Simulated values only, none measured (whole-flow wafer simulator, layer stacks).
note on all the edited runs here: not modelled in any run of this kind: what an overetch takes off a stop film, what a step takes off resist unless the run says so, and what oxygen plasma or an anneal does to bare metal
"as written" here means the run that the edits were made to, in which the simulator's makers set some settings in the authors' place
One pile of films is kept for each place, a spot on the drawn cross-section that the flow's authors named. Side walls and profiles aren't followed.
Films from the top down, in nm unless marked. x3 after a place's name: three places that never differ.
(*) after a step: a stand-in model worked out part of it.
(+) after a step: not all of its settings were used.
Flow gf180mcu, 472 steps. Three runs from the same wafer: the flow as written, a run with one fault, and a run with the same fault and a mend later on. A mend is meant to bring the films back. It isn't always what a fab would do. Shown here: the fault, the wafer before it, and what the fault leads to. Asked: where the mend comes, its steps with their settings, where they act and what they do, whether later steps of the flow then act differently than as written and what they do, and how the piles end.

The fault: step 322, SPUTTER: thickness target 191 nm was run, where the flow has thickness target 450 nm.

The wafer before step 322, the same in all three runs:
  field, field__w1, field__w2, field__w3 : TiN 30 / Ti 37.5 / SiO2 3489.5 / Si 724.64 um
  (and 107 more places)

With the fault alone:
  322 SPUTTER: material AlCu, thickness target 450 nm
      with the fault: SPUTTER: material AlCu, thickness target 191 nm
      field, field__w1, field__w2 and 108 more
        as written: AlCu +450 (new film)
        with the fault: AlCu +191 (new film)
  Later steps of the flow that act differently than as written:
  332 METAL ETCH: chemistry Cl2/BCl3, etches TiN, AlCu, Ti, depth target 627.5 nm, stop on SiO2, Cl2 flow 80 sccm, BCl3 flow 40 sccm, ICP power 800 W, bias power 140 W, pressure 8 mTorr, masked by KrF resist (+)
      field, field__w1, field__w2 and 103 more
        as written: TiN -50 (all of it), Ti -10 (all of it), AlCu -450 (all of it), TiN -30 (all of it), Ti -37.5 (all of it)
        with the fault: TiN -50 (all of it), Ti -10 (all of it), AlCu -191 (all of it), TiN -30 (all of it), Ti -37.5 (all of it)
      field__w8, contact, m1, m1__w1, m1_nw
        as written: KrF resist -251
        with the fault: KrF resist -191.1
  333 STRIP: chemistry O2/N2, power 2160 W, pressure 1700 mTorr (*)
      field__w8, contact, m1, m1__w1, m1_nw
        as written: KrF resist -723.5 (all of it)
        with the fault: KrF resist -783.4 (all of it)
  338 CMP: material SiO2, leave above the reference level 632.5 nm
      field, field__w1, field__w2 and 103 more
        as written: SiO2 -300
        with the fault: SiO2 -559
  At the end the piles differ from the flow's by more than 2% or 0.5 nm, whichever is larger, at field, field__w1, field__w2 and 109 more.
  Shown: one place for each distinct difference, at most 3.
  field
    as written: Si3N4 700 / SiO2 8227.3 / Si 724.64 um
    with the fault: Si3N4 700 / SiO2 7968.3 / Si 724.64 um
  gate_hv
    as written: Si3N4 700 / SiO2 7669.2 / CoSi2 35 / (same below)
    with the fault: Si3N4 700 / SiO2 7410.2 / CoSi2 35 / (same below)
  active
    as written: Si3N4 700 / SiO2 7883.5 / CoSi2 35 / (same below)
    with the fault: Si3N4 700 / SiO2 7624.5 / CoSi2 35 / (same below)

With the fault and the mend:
  The mend comes after step 322.
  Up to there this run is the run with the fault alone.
  322a SPUTTER: material AlCu, thickness target 259 nm (the flow's step 322 once more, with other settings)
      field, field__w1, field__w2 and 108 more
        AlCu +259
  No later step of the flow acts differently than as written at any place that is followed.
  At the end the piles are the same as the flow's at every place that both follow.
